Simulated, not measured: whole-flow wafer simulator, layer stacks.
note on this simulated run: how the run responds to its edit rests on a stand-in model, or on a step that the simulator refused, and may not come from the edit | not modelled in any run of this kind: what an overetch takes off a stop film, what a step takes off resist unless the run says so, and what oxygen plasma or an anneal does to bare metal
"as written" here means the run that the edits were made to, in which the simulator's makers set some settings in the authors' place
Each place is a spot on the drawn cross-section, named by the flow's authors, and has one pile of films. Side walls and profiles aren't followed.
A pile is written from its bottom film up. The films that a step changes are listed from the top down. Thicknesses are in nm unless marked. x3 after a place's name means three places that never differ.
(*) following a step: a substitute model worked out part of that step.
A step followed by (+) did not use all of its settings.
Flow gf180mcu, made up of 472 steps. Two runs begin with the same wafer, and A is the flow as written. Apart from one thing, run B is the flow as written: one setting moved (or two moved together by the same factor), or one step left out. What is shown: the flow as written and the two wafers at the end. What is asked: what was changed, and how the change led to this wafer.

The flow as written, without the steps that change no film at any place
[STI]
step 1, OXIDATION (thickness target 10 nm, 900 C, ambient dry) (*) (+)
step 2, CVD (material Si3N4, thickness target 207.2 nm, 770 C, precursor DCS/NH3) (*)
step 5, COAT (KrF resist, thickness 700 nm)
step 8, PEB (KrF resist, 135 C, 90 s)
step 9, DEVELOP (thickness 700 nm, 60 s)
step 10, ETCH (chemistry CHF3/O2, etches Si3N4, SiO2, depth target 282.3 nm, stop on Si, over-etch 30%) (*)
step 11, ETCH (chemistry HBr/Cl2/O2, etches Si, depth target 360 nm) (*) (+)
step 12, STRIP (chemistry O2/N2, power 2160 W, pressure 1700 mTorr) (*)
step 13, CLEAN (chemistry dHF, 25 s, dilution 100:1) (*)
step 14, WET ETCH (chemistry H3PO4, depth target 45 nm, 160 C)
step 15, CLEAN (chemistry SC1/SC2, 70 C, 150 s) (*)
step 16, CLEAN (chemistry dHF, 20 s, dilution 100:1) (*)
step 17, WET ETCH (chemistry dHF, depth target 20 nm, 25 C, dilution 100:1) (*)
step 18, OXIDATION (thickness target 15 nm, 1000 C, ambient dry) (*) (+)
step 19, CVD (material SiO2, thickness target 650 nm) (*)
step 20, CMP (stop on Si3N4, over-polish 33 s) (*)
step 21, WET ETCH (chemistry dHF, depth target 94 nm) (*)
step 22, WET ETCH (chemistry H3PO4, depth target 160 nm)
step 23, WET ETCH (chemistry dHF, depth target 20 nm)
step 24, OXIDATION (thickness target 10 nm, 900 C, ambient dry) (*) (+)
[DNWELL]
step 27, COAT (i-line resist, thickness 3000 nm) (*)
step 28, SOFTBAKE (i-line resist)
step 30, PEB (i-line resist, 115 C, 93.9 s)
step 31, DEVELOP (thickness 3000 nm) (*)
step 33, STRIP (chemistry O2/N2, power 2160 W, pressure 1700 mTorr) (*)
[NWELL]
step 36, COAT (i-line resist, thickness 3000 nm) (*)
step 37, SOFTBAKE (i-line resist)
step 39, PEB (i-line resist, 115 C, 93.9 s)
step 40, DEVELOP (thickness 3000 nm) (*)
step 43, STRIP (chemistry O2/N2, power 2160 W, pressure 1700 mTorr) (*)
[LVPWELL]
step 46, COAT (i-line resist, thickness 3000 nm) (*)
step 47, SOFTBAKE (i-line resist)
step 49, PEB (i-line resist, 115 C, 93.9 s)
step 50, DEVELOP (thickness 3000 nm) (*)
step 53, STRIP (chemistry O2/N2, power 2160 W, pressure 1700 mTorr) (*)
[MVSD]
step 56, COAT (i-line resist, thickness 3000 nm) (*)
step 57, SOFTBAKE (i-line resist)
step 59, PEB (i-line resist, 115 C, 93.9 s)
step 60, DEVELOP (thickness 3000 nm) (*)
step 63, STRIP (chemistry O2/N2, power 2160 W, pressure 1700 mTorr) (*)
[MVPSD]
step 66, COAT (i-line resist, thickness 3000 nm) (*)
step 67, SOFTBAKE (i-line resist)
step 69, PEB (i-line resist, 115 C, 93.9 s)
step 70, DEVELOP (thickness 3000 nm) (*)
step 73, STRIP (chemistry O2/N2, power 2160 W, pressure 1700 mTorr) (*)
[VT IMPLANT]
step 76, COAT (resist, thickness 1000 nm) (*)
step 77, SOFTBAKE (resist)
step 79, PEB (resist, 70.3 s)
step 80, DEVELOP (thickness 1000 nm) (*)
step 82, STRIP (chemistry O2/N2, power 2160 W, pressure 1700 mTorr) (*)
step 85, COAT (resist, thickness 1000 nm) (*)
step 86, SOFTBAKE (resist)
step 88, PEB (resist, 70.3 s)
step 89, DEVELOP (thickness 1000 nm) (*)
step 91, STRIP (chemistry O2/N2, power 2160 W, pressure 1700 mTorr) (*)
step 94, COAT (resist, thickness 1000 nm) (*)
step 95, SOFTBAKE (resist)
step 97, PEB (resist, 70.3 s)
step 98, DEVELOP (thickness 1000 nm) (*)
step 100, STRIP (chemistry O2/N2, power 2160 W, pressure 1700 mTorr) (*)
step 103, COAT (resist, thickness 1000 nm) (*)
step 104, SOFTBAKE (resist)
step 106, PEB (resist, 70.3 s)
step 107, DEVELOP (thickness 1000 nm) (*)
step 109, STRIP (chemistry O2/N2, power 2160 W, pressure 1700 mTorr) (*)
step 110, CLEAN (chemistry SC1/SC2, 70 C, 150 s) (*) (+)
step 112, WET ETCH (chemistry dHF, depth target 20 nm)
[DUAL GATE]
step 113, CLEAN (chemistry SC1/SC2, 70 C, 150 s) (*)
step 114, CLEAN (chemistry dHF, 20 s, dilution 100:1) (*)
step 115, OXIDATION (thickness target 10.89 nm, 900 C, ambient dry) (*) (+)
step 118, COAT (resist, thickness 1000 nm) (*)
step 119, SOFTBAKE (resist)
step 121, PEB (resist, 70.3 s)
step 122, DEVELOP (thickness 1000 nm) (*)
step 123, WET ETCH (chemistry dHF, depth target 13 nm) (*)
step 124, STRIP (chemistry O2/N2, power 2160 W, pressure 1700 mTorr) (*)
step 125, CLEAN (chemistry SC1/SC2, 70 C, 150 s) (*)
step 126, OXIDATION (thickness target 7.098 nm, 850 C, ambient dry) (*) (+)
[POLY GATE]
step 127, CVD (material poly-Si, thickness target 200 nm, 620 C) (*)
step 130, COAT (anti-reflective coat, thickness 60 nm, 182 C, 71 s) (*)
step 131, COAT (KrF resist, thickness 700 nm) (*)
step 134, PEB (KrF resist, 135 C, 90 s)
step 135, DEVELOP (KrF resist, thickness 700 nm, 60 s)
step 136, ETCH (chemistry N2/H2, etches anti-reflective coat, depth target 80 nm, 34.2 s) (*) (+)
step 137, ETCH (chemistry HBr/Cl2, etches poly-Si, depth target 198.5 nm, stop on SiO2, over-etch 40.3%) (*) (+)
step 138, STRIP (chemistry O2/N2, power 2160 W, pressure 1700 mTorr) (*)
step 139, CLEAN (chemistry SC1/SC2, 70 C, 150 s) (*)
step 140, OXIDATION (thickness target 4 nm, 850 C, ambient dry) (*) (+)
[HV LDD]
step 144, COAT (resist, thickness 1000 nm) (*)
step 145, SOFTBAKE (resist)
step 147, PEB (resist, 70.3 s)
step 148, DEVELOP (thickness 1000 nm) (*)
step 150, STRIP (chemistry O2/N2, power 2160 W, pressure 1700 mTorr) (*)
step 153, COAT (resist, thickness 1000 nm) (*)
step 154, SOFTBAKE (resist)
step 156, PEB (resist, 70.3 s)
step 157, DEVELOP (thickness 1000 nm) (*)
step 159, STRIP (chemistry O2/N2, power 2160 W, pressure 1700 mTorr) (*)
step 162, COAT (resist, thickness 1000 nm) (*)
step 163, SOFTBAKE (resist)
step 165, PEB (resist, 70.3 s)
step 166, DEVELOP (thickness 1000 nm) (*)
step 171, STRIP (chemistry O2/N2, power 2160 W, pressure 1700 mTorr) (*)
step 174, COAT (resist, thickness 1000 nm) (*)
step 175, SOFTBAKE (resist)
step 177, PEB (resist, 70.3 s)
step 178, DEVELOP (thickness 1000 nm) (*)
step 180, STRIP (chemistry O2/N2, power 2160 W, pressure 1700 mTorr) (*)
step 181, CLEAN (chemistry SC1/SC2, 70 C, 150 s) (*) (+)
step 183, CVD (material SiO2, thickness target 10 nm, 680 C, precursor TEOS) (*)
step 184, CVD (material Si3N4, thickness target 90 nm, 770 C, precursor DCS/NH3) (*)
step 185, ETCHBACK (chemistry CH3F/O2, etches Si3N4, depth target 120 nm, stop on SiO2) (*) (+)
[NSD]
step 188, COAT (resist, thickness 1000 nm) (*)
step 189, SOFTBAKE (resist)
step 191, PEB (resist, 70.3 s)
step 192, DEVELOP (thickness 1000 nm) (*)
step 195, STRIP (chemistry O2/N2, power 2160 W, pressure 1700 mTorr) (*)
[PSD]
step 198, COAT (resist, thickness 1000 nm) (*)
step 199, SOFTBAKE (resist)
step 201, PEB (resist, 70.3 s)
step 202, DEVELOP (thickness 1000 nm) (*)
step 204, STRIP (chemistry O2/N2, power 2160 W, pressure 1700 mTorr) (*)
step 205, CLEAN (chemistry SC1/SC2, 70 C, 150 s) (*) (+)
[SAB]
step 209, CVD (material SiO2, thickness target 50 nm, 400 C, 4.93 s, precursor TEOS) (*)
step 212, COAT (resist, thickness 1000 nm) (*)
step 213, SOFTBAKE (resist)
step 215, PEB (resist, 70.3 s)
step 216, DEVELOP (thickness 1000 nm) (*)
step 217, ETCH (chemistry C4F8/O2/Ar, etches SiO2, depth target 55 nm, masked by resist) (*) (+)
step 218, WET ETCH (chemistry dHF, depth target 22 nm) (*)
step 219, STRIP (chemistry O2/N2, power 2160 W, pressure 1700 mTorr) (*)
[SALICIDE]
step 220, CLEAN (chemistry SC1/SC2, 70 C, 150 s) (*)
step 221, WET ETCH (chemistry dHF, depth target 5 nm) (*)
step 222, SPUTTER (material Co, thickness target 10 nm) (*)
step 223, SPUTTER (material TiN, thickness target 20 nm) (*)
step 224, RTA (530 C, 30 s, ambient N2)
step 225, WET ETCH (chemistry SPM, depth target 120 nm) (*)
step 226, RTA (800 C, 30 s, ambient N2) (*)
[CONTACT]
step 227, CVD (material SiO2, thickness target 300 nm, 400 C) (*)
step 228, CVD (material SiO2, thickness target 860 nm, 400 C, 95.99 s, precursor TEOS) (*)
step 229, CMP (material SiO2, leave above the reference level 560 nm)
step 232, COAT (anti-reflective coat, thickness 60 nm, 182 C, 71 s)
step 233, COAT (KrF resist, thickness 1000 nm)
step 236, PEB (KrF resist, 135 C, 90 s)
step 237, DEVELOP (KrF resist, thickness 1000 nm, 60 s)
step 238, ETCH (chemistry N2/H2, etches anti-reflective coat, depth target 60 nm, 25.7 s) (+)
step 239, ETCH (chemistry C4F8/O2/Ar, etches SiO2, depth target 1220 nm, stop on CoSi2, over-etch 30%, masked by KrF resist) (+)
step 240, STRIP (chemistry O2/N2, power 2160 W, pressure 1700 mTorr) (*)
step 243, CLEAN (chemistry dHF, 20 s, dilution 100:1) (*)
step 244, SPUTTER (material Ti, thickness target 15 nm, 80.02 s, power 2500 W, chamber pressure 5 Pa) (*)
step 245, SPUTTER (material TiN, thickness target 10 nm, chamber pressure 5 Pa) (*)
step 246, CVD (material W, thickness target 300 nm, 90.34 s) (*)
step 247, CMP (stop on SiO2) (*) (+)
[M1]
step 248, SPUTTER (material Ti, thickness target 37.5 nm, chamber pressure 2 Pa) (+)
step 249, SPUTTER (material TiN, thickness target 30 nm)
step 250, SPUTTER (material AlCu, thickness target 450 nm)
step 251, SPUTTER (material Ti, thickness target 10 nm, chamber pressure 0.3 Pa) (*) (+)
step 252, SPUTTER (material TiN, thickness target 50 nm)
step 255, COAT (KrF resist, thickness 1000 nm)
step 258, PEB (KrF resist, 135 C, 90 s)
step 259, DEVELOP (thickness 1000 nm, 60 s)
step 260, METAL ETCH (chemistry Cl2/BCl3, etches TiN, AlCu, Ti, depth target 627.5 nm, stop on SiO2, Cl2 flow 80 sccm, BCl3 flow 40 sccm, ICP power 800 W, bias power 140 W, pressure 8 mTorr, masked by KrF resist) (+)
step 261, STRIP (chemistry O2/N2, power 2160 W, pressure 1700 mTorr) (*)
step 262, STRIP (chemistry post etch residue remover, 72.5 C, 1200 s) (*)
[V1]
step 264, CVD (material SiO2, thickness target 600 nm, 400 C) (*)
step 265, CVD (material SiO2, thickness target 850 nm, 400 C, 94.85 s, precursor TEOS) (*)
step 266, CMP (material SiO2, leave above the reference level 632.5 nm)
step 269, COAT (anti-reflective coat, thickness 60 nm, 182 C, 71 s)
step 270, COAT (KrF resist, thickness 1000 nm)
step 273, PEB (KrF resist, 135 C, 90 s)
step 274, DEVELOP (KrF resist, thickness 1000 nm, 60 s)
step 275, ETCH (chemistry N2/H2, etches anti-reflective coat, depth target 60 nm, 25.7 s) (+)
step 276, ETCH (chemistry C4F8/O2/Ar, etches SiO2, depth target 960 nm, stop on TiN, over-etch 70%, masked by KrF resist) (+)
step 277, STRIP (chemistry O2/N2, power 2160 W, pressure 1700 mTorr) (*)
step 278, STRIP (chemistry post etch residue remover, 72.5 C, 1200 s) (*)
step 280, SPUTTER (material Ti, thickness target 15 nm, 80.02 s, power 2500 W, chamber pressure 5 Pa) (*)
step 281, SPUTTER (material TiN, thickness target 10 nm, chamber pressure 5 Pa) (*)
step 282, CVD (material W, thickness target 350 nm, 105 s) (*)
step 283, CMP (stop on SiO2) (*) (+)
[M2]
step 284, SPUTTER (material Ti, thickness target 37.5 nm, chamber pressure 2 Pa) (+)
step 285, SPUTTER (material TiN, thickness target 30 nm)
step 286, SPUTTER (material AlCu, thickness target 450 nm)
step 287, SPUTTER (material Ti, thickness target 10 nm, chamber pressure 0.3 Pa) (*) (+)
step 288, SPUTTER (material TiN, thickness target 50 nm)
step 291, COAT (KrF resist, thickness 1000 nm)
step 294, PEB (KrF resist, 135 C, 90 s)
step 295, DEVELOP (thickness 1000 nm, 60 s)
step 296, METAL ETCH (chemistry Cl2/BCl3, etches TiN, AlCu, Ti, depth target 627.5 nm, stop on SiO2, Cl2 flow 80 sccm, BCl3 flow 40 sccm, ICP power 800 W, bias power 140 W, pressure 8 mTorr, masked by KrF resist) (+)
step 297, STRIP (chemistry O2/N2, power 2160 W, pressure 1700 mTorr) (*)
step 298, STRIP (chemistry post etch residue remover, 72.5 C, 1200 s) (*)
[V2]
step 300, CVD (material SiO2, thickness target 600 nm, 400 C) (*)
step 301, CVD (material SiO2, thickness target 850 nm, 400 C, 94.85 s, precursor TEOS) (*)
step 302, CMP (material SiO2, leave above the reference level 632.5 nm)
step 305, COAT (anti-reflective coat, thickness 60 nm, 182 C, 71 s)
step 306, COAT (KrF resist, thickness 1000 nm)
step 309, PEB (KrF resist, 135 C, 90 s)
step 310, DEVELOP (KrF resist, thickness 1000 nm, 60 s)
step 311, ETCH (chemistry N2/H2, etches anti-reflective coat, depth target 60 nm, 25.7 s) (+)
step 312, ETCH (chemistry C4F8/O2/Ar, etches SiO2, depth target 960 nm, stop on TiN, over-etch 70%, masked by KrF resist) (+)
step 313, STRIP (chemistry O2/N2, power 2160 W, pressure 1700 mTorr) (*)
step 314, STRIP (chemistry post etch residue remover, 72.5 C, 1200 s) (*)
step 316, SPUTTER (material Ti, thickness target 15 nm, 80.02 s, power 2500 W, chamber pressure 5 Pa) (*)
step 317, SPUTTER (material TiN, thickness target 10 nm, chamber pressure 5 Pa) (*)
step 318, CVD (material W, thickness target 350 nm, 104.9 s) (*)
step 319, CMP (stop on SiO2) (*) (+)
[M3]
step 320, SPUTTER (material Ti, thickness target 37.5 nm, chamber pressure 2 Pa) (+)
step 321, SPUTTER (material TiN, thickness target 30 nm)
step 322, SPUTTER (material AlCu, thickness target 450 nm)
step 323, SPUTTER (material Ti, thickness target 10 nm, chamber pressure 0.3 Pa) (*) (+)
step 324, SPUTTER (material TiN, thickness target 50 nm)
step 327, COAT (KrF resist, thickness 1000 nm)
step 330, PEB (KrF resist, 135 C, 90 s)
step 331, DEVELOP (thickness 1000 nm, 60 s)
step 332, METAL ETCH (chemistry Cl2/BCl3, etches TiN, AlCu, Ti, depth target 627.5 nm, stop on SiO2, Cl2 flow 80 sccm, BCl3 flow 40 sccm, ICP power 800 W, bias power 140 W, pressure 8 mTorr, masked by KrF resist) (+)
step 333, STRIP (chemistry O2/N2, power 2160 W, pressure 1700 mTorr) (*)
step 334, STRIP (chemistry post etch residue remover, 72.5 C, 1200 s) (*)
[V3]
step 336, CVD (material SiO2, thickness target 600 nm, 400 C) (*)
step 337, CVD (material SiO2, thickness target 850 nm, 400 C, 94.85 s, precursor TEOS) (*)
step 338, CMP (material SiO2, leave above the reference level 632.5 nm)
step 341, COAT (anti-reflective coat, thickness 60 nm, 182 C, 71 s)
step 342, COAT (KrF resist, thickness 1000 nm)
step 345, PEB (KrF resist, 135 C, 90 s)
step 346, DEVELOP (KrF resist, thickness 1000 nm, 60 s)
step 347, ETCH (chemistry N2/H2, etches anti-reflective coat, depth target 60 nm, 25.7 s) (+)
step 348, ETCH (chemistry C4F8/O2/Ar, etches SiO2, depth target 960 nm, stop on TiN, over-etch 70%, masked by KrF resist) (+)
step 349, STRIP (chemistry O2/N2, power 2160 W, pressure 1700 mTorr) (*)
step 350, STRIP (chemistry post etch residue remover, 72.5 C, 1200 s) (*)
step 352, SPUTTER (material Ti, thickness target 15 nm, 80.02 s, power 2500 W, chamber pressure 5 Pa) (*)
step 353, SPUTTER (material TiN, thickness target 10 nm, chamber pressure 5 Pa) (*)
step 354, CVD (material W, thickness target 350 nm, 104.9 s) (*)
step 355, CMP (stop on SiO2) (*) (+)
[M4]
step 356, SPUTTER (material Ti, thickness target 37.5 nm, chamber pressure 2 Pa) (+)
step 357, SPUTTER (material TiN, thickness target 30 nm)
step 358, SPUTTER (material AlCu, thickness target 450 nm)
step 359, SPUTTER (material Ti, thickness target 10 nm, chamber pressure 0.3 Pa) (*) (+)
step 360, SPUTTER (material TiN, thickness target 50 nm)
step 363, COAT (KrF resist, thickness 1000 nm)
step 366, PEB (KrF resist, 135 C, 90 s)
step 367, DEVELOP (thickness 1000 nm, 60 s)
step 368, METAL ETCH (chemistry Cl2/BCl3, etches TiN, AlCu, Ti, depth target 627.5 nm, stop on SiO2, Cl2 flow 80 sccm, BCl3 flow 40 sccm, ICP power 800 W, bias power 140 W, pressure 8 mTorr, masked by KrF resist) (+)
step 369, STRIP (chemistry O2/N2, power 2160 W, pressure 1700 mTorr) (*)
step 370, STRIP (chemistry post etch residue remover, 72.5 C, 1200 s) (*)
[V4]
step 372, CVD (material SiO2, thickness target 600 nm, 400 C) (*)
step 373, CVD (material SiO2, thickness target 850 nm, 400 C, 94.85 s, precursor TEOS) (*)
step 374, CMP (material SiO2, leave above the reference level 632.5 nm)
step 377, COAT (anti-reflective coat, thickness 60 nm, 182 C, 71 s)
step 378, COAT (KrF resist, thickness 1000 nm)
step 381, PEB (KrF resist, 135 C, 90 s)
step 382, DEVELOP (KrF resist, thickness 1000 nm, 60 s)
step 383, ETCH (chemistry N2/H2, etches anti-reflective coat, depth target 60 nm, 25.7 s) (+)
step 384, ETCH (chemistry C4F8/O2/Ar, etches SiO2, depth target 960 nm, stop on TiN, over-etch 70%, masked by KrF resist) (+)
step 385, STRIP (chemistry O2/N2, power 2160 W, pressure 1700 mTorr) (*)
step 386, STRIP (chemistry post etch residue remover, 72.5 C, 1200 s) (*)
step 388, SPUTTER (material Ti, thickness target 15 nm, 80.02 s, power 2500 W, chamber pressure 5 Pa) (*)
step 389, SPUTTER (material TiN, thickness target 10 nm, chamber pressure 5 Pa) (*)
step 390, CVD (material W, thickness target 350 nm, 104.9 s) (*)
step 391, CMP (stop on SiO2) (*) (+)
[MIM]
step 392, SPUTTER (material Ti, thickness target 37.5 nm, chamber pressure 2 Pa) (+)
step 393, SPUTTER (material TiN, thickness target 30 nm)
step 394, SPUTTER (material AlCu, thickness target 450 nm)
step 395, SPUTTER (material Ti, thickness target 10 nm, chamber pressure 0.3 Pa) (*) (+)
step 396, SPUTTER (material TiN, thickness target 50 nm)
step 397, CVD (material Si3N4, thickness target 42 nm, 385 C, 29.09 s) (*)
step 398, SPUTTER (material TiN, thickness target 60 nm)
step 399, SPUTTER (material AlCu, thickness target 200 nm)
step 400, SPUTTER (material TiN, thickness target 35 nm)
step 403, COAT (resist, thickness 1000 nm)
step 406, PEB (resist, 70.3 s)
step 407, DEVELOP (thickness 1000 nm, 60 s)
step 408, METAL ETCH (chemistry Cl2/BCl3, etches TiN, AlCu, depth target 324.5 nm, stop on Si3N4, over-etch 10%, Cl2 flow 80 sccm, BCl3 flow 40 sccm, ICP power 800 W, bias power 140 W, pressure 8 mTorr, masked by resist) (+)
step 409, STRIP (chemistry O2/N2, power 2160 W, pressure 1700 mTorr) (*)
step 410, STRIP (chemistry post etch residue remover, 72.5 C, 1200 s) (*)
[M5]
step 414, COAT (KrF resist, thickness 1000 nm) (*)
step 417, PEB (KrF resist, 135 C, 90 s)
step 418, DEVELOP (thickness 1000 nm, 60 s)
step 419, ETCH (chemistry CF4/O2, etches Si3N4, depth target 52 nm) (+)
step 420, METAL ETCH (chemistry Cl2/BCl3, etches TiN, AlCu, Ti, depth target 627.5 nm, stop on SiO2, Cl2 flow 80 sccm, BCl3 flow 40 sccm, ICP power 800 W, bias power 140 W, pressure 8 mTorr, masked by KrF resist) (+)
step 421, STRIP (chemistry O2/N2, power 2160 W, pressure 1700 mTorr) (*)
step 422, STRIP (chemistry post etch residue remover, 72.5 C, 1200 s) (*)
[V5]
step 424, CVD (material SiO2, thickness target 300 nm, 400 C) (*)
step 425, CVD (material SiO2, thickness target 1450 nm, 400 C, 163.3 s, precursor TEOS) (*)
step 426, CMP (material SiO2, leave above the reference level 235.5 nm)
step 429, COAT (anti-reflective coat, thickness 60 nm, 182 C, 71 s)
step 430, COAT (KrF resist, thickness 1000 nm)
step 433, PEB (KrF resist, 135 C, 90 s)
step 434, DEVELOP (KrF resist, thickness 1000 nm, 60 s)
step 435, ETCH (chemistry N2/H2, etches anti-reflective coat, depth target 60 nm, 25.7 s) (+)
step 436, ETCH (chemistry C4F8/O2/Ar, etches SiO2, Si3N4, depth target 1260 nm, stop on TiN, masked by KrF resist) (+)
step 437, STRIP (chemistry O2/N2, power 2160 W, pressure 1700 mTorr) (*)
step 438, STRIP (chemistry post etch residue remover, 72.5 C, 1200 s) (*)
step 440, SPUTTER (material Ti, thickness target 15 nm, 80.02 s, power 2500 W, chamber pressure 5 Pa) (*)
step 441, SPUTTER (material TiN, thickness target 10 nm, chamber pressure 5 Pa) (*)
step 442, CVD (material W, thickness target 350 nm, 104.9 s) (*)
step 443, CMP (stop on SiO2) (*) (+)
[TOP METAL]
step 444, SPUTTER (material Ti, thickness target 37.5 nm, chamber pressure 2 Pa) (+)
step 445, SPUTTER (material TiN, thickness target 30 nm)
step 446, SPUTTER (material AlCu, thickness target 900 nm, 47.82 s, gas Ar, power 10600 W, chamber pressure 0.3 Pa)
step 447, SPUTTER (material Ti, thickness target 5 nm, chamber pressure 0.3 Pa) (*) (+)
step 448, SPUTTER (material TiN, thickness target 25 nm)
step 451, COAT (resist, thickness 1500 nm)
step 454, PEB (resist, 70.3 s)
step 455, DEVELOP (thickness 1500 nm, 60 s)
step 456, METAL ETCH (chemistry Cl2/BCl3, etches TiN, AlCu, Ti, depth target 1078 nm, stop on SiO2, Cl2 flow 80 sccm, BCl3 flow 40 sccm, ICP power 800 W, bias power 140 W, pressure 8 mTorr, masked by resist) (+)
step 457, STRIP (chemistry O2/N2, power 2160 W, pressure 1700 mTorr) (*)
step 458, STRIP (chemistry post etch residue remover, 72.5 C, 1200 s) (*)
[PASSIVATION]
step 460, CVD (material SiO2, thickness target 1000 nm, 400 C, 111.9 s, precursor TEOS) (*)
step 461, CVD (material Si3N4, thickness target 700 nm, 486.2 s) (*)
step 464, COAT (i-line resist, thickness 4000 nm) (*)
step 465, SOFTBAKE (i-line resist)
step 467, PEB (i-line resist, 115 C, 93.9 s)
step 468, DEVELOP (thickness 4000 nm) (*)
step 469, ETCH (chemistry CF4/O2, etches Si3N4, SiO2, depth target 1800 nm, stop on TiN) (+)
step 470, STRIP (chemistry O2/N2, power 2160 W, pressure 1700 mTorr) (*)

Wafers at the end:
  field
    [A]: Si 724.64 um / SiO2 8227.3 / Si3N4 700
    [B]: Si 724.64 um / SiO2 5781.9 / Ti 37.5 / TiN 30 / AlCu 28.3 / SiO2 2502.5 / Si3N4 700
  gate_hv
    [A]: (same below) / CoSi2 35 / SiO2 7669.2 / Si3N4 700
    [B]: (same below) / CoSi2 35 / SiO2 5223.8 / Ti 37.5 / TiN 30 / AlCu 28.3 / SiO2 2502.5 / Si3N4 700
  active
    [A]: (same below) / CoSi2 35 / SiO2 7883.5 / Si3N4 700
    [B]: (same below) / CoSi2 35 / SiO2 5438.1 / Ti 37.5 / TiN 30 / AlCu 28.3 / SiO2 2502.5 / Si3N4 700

What caused this: step 394, SPUTTER: thickness target 603 nm was run, whereas the flow has thickness target 450 nm.

How this came from the change, step by step:
  step 394, SPUTTER (material AlCu, thickness target 450 nm)
      field, field__w1, field__w2 and 108 more: A AlCu gains 450 (new film) | B AlCu gains 603 (new film)
  step 420, METAL ETCH (chemistry Cl2/BCl3, etches TiN, AlCu, Ti, depth target 627.5 nm, stop on SiO2, Cl2 flow 80 sccm, BCl3 flow 40 sccm, ICP power 800 W, bias power 140 W, pressure 8 mTorr, masked by KrF resist) (+)
      field, field__w1, field__w2 and 101 more: A TiN loses 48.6 (all of it), Ti loses 10 (all of it), AlCu loses 450 (all of it), TiN loses 30 (all of it), Ti loses 37.5 (all of it) | B TiN loses 48.6 (all of it), Ti loses 10 (all of it), AlCu loses 568.9
  step 422, STRIP (chemistry post etch residue remover, 72.5 C, 1200 s) (*)
      field, field__w1, field__w2 and 101 more: A nothing | B AlCu loses 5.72
  step 424, CVD (material SiO2, thickness target 300 nm, 400 C) (*)
      field, field__w1, field__w2 and 101 more: A SiO2 gains 300 | B SiO2 gains 300 (new film)
  step 426, CMP (material SiO2, leave above the reference level 235.5 nm)
      field, field__w1, field__w5 and 92 more: A SiO2 loses 300.8 | B SiO2 loses 243.7
      field__w2, field__w3, field__w12 and 6 more: A SiO2 loses 272.7 | B SiO2 loses 212.9
If metal films that touch count as one body, field has 1 body; the flow as written gives 0 bodies.
If metal films that touch count as one body, gate_hv has 2 bodies (between them, from the top down: SiO2 5223.8); the flow as written gives 1 body.
If metal films that touch count as one body, active has 2 bodies (between them, from the top down: SiO2 5438.1); the flow as written gives 1 body.
